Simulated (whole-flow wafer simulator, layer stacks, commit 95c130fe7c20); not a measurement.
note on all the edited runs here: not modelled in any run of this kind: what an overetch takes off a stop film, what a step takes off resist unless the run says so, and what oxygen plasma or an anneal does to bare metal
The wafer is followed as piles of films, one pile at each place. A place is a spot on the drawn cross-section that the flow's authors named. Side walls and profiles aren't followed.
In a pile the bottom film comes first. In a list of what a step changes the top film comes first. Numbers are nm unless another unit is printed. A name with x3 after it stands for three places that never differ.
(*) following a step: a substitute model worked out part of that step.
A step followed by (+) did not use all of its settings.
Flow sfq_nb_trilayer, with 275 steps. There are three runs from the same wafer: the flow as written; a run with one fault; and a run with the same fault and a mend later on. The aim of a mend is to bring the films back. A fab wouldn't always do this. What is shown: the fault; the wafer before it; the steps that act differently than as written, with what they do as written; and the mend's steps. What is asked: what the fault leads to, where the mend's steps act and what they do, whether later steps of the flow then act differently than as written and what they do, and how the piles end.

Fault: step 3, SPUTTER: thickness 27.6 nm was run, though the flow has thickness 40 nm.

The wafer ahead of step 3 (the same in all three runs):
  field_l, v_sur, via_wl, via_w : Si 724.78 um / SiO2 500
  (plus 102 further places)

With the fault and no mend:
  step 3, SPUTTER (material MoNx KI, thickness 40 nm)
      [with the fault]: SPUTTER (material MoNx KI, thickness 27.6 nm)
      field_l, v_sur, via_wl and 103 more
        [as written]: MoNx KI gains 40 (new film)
        [with the fault]: MoNx KI gains 27.6 (new film)
  Steps later in the flow that act otherwise than as written (not shown: 9 more steps that differ only slightly, by at most 2% or 0.5 nm, whichever is larger):
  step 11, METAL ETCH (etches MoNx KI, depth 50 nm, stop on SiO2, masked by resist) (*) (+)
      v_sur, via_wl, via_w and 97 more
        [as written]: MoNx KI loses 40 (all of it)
        [with the fault]: MoNx KI loses 27.6 (all of it)
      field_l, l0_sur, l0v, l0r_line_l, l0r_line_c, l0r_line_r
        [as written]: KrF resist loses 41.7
        [with the fault]: KrF resist loses 34.5
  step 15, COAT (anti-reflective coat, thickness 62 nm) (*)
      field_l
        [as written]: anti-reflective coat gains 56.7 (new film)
        [with the fault]: anti-reflective coat gains 58.2 (new film)
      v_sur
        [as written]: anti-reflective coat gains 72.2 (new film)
        [with the fault]: anti-reflective coat gains 69.1 (new film)
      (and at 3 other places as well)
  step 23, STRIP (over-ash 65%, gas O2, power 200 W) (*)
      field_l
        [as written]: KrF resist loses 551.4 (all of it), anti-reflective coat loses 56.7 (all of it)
        [with the fault]: KrF resist loses 554.1 (all of it), anti-reflective coat loses 58.2 (all of it)
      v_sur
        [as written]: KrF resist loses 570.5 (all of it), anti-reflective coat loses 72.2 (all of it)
        [with the fault]: KrF resist loses 566.9 (all of it), anti-reflective coat loses 69.1 (all of it)
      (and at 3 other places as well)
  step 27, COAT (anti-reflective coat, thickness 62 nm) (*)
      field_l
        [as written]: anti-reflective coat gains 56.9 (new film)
        [with the fault]: anti-reflective coat gains 58.3 (new film)
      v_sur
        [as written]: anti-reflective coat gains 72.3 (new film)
        [with the fault]: anti-reflective coat gains 69.1 (new film)
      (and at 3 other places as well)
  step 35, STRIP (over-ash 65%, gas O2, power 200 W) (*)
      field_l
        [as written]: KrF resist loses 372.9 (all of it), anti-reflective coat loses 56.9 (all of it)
        [with the fault]: KrF resist loses 375.8 (all of it), anti-reflective coat loses 58.3 (all of it)
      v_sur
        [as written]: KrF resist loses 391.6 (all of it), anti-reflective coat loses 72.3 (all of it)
        [with the fault]: KrF resist loses 388.7 (all of it), anti-reflective coat loses 69.1 (all of it)
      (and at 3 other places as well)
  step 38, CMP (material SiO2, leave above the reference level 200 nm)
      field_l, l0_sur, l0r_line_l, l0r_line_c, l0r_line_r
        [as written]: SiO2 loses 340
        [with the fault]: SiO2 loses 327.6
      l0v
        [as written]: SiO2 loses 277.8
        [with the fault]: SiO2 loses 265.4
  The piles end different from the flow's at field_l, l0_sur, l0v, l0r_line_l, l0r_line_c, l0r_line_r by more than 2% or 0.5 nm, whichever is larger.
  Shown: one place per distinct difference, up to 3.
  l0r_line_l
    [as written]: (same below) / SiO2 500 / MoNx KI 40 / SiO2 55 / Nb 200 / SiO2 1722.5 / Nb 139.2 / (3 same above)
    [with the fault]: (same below) / SiO2 500 / MoNx KI 27.6 / SiO2 55 / Nb 200 / SiO2 1734.9 / Nb 139.2 / (3 same above)
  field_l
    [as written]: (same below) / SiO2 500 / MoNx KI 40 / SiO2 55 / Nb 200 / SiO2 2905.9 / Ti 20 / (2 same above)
    [with the fault]: (same below) / SiO2 500 / MoNx KI 27.6 / SiO2 55 / Nb 200 / SiO2 2918.3 / Ti 20 / (2 same above)
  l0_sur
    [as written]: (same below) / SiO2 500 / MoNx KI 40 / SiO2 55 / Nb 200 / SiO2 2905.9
    [with the fault]: (same below) / SiO2 500 / MoNx KI 27.6 / SiO2 55 / Nb 200 / SiO2 2918.3

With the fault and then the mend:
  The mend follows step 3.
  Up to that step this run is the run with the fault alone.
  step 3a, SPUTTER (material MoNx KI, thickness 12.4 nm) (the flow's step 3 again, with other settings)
      field_l, v_sur, via_wl and 103 more
        MoNx KI gains 12.4
  None of the later steps of the flow acts differently than as written at any place that is followed.
  By the end, the piles equal the flow's at every place that both follow.
